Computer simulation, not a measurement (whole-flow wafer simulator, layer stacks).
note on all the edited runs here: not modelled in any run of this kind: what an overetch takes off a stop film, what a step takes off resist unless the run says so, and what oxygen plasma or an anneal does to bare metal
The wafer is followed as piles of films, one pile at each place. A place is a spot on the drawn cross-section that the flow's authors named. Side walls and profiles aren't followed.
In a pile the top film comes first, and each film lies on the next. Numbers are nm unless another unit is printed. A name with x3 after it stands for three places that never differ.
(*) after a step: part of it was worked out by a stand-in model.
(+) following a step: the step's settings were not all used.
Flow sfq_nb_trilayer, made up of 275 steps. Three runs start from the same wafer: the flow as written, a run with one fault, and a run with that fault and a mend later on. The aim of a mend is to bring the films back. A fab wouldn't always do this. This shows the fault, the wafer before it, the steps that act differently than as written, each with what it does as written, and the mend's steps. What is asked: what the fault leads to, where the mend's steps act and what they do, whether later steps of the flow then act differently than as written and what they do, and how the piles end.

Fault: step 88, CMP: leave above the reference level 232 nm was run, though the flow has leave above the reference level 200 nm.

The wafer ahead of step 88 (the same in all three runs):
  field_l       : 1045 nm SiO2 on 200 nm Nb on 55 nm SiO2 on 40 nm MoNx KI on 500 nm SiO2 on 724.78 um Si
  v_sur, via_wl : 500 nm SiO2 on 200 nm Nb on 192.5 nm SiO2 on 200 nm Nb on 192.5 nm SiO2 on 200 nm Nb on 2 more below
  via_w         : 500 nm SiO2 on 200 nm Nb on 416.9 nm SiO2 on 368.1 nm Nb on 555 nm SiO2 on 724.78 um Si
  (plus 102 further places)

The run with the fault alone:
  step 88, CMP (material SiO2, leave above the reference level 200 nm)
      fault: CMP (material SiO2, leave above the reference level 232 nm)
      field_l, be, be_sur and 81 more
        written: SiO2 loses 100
        fault: SiO2 loses 68
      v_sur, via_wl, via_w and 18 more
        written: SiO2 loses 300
        fault: SiO2 loses 268
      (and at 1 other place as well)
  Steps later in the flow that act otherwise than as written (3 more steps, not shown, differ only slightly: by at most 2% or 0.5 nm, whichever is larger):
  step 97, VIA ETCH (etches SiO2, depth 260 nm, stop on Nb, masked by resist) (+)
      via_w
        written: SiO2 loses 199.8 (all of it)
        fault: SiO2 loses 231.8 (all of it)
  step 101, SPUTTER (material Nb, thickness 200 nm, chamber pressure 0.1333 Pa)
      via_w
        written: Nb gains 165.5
        fault: Nb gains 158.7
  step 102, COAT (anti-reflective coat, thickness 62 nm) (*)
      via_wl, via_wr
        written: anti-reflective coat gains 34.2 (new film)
        fault: anti-reflective coat gains 33.2 (new film)
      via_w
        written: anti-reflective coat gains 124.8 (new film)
        fault: anti-reflective coat gains 131.6 (new film)
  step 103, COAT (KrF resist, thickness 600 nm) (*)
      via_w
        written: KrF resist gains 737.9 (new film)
        fault: KrF resist gains 764.6 (new film)
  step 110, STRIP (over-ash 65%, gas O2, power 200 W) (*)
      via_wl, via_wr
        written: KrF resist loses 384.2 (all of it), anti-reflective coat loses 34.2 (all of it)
        fault: KrF resist loses 381 (all of it), anti-reflective coat loses 33.2 (all of it)
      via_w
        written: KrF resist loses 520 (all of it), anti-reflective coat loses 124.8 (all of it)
        fault: KrF resist loses 546.5 (all of it), anti-reflective coat loses 131.6 (all of it)
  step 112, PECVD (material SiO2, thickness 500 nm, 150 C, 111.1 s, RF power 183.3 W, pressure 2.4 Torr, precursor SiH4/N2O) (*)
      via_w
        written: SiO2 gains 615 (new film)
        fault: SiO2 gains 653.9 (new film)
  The piles end different from the flow's at v_sur, via_wl, via_w and 36 more by more than 2% or 0.5 nm, whichever is larger.
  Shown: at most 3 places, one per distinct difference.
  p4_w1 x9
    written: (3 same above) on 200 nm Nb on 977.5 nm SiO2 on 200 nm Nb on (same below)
    fault: (3 same above) on 200 nm Nb on 1009.5 nm SiO2 on 200 nm Nb on (same below)
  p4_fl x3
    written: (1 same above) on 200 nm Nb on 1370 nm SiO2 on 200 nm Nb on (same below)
    fault: (1 same above) on 200 nm Nb on 1402 nm SiO2 on 200 nm Nb on (same below)
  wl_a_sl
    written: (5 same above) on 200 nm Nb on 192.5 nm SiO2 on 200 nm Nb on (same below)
    fault: (5 same above) on 200 nm Nb on 224.5 nm SiO2 on 200 nm Nb on (same below)

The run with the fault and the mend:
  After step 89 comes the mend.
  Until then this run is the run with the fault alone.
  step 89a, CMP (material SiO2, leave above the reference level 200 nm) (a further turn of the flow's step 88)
      field_l, v_sur, via_wl and 103 more
        SiO2 loses 32
  Later steps of the flow that are run all act as written at every place that is followed.
  At every place that both follow, the piles at the end match the flow's.
